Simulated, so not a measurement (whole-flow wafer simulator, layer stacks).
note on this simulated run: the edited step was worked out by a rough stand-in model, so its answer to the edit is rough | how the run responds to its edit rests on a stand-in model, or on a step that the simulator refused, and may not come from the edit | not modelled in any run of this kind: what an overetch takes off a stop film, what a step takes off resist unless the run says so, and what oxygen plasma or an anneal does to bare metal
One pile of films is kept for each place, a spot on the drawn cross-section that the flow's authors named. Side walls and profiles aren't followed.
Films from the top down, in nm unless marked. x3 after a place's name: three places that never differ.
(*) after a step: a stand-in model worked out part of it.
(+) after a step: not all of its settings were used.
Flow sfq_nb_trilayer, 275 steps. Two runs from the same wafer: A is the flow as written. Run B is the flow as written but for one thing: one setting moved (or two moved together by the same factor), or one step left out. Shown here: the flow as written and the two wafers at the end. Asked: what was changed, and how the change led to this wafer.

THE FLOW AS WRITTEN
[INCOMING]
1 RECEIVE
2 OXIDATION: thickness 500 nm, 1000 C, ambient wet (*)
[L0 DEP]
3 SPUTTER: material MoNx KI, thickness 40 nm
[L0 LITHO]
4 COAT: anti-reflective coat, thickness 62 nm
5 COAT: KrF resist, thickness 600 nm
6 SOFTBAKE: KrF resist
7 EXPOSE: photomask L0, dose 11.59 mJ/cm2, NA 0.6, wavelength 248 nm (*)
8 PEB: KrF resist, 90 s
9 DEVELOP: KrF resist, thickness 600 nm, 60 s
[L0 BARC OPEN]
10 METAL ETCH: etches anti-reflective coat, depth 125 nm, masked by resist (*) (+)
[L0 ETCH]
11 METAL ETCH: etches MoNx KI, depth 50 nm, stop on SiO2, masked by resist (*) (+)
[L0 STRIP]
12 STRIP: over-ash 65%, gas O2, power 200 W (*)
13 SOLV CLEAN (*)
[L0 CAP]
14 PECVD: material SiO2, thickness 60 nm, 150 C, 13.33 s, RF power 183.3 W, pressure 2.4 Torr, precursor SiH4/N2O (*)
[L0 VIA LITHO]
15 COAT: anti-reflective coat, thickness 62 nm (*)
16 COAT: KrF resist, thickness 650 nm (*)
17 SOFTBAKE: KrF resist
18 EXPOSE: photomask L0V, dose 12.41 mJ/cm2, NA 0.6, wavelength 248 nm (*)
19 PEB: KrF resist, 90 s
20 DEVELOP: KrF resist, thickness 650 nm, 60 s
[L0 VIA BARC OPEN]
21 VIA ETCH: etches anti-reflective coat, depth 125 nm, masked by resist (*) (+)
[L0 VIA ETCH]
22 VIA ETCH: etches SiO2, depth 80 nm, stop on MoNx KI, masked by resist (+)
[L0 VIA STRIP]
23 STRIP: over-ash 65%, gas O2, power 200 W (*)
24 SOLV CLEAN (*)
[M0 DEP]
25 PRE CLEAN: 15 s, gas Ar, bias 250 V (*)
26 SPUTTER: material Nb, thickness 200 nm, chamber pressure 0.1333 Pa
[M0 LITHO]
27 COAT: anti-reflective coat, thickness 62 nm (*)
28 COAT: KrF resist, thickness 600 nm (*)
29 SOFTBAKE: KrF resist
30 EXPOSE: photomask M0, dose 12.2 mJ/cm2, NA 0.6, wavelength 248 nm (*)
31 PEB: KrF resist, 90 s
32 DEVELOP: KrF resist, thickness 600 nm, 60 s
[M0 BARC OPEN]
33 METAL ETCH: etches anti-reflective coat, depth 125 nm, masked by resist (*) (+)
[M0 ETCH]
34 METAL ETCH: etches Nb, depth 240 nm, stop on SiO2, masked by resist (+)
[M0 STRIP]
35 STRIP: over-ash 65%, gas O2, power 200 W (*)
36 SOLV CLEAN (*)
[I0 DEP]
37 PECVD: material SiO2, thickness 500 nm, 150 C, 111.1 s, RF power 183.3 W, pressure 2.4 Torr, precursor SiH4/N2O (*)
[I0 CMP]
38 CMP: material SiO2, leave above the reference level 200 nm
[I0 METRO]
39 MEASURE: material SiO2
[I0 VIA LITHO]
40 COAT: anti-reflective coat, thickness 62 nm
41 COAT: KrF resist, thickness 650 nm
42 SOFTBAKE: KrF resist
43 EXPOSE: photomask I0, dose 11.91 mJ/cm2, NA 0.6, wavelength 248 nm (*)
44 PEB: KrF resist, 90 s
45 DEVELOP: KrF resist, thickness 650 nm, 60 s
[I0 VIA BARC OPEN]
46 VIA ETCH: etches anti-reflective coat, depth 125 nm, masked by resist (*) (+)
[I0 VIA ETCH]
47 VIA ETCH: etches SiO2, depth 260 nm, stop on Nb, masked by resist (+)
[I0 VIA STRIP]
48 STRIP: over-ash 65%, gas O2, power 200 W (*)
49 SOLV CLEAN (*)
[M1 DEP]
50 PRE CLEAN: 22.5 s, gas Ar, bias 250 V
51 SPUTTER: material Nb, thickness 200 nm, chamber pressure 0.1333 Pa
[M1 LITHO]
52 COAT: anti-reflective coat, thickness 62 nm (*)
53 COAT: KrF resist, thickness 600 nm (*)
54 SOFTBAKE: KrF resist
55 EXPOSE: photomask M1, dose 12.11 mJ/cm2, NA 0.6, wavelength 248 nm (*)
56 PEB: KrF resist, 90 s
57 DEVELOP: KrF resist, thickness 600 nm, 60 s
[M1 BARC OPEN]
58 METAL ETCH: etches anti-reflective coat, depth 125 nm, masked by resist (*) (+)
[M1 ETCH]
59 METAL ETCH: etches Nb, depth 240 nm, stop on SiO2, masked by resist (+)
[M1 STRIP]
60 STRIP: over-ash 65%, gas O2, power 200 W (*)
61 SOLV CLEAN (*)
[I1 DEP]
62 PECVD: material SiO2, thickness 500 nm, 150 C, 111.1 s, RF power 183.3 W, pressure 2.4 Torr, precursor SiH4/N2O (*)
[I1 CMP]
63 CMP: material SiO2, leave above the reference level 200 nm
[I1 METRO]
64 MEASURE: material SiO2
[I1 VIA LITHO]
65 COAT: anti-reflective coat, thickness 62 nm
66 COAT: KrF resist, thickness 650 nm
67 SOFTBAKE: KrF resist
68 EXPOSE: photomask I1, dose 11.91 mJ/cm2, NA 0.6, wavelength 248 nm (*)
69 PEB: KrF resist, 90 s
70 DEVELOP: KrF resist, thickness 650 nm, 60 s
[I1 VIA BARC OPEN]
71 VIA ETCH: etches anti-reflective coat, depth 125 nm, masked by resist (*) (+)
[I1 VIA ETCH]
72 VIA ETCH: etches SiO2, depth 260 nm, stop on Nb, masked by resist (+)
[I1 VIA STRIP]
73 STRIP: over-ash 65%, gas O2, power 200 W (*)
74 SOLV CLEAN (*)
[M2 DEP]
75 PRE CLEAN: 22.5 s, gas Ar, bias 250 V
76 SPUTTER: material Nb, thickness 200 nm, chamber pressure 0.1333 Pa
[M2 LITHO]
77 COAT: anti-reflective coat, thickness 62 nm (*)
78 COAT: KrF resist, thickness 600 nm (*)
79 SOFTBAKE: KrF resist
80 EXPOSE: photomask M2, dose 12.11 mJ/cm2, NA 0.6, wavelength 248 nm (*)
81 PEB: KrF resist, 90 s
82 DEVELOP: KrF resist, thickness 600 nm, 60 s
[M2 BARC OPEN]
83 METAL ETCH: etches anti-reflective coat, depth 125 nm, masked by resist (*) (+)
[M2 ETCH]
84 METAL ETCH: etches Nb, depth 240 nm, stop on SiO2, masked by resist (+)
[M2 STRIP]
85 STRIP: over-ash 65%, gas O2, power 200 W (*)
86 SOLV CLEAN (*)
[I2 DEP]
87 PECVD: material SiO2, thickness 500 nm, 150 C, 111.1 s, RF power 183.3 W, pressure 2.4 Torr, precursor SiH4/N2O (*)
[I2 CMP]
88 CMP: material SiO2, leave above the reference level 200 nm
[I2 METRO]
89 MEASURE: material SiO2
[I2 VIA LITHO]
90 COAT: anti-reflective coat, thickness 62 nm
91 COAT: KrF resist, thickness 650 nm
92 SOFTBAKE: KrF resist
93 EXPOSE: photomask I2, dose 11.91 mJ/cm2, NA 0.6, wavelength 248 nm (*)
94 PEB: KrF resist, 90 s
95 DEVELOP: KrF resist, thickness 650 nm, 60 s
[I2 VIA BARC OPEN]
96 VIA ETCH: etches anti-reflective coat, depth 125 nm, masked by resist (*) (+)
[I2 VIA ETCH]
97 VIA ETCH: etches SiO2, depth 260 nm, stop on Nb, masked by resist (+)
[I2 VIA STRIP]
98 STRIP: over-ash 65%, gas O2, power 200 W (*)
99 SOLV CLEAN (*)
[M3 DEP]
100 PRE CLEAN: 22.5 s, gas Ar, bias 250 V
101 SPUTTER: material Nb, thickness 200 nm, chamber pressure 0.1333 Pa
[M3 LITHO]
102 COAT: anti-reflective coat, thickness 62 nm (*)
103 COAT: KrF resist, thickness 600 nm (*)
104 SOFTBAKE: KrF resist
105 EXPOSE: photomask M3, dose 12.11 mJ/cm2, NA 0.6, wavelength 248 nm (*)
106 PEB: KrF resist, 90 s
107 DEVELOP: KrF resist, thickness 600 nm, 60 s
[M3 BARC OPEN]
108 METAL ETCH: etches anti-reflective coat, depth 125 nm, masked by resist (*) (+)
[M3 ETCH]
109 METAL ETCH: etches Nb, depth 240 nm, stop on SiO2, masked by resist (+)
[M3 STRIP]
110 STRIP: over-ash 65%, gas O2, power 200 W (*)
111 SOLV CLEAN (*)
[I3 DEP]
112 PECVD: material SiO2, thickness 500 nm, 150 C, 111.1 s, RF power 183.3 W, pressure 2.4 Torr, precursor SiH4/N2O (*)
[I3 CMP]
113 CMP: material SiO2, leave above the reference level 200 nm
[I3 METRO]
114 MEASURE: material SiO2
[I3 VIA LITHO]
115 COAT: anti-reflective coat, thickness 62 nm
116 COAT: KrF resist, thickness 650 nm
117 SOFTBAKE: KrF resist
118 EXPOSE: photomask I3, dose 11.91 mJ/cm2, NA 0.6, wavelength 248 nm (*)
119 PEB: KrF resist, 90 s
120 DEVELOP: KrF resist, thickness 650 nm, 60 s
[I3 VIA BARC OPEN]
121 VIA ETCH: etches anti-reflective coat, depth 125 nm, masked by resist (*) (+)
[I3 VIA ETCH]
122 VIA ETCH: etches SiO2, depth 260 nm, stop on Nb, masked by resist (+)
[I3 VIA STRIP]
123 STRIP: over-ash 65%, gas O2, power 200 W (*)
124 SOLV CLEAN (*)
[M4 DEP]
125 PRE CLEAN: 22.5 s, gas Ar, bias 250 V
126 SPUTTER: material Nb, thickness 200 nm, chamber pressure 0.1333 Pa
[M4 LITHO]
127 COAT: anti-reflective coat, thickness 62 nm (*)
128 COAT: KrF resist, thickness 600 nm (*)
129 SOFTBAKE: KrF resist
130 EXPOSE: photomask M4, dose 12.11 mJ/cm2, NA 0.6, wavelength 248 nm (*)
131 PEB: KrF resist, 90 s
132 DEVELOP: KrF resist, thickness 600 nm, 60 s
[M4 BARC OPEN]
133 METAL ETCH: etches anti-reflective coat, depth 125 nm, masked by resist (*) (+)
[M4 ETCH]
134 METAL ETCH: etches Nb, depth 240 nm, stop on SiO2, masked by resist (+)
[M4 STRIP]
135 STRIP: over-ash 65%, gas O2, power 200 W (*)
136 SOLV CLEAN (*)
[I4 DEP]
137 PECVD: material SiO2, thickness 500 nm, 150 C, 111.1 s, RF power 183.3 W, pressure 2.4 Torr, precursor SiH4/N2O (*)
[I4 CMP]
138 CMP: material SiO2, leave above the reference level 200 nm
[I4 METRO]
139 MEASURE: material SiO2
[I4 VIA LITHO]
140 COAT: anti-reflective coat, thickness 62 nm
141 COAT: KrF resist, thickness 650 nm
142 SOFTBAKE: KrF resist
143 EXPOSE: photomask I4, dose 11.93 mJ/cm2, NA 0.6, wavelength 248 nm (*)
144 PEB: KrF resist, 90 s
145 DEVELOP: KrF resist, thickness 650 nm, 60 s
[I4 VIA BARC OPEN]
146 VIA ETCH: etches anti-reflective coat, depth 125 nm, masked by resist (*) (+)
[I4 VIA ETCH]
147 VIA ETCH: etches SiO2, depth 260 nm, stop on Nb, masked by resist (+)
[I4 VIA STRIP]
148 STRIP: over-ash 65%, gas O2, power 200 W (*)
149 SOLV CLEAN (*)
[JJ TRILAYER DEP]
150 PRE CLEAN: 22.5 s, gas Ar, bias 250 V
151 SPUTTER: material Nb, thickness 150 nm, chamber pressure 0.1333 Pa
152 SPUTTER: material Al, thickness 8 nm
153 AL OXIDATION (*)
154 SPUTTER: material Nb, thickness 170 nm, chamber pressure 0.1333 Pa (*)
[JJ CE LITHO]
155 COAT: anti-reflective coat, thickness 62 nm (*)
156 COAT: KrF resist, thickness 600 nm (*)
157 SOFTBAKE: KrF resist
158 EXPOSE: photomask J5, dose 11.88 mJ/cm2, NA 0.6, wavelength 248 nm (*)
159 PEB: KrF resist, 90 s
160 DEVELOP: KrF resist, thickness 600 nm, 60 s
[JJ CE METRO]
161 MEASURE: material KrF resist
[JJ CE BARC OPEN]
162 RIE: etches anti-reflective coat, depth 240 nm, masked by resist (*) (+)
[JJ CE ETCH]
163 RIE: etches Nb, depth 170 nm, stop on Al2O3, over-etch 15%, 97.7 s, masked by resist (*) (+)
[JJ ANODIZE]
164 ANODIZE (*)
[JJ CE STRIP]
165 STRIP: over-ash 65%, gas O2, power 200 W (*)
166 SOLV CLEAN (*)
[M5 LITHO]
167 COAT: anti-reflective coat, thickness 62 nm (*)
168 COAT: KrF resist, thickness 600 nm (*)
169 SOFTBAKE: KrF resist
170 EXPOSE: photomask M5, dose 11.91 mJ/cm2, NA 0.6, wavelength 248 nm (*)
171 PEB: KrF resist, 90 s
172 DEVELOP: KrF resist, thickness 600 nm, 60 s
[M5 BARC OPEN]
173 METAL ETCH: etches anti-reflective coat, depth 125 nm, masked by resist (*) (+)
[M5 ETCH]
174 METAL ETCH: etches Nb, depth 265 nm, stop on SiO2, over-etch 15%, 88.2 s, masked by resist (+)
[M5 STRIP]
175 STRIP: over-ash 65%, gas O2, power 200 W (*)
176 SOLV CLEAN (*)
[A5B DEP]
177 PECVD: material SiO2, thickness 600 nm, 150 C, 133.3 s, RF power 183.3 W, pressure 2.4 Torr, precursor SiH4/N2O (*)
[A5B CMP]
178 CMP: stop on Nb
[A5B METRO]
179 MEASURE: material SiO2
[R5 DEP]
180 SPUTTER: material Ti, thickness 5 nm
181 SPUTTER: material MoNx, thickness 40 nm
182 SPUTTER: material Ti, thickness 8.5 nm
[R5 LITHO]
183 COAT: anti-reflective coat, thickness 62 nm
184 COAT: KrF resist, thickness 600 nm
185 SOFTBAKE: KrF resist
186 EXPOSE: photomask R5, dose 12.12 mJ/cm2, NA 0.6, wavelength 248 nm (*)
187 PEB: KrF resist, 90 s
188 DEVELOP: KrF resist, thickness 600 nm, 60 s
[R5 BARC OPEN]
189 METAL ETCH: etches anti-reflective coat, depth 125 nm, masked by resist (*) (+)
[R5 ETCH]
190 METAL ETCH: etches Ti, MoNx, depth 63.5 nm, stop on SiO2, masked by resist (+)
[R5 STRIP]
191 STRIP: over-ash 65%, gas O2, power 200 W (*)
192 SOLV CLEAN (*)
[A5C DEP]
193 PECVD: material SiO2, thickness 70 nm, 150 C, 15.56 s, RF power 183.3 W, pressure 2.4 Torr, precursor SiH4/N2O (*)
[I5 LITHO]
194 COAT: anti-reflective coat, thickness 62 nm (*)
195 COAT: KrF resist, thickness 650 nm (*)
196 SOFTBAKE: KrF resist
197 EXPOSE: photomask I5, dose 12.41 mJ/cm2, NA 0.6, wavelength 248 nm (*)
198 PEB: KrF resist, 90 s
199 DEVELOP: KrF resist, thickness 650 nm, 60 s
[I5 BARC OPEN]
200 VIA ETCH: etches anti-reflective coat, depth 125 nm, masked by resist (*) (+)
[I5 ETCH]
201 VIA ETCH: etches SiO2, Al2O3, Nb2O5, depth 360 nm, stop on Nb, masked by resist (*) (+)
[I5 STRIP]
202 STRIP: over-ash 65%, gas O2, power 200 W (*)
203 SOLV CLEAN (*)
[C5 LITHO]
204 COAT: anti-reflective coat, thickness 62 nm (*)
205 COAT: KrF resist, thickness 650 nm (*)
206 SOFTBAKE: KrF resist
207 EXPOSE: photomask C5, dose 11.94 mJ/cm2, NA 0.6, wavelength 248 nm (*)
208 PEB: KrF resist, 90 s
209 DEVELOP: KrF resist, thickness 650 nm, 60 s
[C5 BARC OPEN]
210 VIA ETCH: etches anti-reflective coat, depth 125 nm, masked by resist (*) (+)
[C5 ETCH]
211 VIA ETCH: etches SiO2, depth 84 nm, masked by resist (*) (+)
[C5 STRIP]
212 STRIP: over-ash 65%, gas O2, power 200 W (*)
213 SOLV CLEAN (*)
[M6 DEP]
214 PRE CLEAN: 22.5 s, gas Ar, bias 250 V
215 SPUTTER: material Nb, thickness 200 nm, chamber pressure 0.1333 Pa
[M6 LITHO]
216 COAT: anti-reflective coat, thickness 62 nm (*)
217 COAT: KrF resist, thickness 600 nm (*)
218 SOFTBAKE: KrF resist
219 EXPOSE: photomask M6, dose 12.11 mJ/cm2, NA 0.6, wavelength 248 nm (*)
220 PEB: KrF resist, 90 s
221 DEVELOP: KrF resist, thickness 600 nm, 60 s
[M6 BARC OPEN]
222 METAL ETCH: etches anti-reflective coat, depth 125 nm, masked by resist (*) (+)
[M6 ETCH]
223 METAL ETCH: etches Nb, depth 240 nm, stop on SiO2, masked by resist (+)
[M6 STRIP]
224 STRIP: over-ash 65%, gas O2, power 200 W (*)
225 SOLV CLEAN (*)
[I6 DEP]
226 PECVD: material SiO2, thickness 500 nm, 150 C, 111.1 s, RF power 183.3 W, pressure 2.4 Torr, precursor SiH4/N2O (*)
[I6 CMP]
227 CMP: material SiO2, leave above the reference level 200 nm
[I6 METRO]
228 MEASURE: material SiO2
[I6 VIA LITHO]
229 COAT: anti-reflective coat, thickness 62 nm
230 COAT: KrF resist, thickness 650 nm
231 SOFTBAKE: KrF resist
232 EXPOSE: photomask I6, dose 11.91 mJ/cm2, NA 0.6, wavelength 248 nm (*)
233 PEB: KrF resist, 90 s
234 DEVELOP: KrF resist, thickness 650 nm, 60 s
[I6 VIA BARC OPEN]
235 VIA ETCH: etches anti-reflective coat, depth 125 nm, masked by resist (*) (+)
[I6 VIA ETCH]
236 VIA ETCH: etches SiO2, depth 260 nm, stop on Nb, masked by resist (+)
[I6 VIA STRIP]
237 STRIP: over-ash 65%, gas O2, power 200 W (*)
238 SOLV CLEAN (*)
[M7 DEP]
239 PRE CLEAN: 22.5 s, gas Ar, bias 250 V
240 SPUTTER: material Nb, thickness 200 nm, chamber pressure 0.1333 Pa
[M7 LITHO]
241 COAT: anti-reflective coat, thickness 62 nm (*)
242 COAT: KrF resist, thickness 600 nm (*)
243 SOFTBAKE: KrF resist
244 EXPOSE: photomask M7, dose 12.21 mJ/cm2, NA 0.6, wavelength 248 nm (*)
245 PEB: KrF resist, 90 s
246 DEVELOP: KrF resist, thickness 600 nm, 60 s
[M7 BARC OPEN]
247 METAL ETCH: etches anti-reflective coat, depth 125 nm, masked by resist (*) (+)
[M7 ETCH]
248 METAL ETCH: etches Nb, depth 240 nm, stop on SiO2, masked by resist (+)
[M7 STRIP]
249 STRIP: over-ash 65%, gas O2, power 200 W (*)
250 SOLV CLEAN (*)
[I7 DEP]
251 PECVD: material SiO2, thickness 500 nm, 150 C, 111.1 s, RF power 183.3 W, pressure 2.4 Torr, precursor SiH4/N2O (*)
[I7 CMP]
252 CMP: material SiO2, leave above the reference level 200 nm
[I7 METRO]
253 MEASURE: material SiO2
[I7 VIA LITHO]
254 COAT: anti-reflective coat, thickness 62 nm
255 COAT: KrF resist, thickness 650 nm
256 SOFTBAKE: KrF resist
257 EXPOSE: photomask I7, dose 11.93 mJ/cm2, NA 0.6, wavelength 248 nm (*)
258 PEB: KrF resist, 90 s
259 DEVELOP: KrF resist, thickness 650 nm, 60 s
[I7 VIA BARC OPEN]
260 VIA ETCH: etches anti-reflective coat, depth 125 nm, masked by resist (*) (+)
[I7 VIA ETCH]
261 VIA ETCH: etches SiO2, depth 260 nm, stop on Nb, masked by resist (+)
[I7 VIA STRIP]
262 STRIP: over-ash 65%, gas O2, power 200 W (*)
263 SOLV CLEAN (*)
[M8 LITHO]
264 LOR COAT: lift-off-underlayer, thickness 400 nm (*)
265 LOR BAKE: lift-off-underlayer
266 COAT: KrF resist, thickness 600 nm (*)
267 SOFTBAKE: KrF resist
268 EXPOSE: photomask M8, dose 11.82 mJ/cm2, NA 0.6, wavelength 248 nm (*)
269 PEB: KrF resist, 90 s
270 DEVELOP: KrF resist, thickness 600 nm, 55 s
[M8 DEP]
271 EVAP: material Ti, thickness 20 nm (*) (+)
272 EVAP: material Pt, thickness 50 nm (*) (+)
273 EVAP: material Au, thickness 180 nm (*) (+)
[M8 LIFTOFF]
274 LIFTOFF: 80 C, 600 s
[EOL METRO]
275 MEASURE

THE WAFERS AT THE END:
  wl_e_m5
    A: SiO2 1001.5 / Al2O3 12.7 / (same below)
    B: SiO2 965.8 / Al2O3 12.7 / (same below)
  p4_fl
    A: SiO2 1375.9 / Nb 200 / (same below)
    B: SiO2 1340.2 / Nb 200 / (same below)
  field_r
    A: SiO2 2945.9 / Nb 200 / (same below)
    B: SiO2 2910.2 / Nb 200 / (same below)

The cause: step 193, PECVD: thickness 34.3 nm was run, where the flow has thickness 70 nm; step 193, PECVD: 7.622 s was run, where the flow has 15.56 s.

How the change led to this, step by step:
  193 PECVD: material SiO2, thickness 70 nm, 150 C, 15.56 s, RF power 183.3 W, pressure 2.4 Torr, precursor SiH4/N2O (*)
      field_l, v_sur, via_wl and 92 more: A SiO2 +70 | B SiO2 +34.3
      ce_l, c5j, ce_r and 8 more: A SiO2 +70 (new film) | B SiO2 +34.3 (new film)
  201 VIA ETCH: etches SiO2, Al2O3, Nb2O5, depth 360 nm, stop on Nb, masked by resist (*) (+)
      be: A SiO2 -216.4 (all of it), Al2O3 -12.7 (all of it), Nb2O5 -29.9 (all of it) | B SiO2 -180.7 (all of it), Al2O3 -12.7 (all of it), Nb2O5 -29.9 (all of it)
  204 COAT: anti-reflective coat, thickness 62 nm (*)
      wire: A anti-reflective coat +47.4 (new film) | B anti-reflective coat +48.6 (new film)
      be: A anti-reflective coat +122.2 (new film) | B anti-reflective coat +116.7 (new film)
      (and at 1 more place)
  205 COAT: KrF resist, thickness 650 nm (*)
      be: A KrF resist +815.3 (new film) | B KrF resist +789.9 (new film)
  211 VIA ETCH: etches SiO2, depth 84 nm, masked by resist (*) (+)
      field_l, v_sur, via_wl and 101 more: A KrF resist -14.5 | B KrF resist -8.83
      c5j: A SiO2 -69.9 (all of it), Nb -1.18 | B SiO2 -34.2 (all of it), Nb -1.42
      (and at 1 more place)
  212 STRIP: over-ash 65%, gas O2, power 200 W (*)
      wire: A KrF resist -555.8 (all of it), anti-reflective coat -47.4 (all of it) | B KrF resist -563.3 (all of it), anti-reflective coat -48.6 (all of it)
      be: A KrF resist -728.2 (all of it), anti-reflective coat -122.2 (all of it) | B KrF resist -708.4 (all of it), anti-reflective coat -116.7 (all of it)
      (and at 1 more place)
  215 SPUTTER: material Nb, thickness 200 nm, chamber pressure 0.1333 Pa
      be: A Nb +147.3 | B Nb +155.6
      c5j: A Nb +188.4 | B Nb +197.3
      (and at 1 more place)
  216 COAT: anti-reflective coat, thickness 62 nm (*)
      wire: A anti-reflective coat +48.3 (new film) | B anti-reflective coat +49.4 (new film)
      be: A anti-reflective coat +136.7 (new film) | B anti-reflective coat +129.8 (new film)
      (and at 9 more places)
  217 COAT: KrF resist, thickness 600 nm (*)
      be: A KrF resist +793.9 (new film) | B KrF resist +763.6 (new film)
      c5j: A KrF resist +636 (new film) | B KrF resist +621.4 (new film)
      (and at 1 more place)
  224 STRIP: over-ash 65%, gas O2, power 200 W (*)
      wire: A KrF resist -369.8 (all of it), anti-reflective coat -48.3 (all of it) | B KrF resist -372.8 (all of it), anti-reflective coat -49.4 (all of it)
      be: A KrF resist -575.8 (all of it), anti-reflective coat -136.7 (all of it) | B KrF resist -545.5 (all of it), anti-reflective coat -129.8 (all of it)
      (and at 9 more places)
  226 PECVD: material SiO2, thickness 500 nm, 150 C, 111.1 s, RF power 183.3 W, pressure 2.4 Torr, precursor SiH4/N2O (*)
      be: A SiO2 +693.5 (new film) | B SiO2 +649.6 (new film)
      c5j: A SiO2 +514.7 (new film) | B SiO2 +500 (new film)
  227 CMP: material SiO2, leave above the reference level 200 nm
      c5j: A SiO2 -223 | B SiO2 -252.6
      res: A SiO2 -279.4 | B SiO2 -322.2
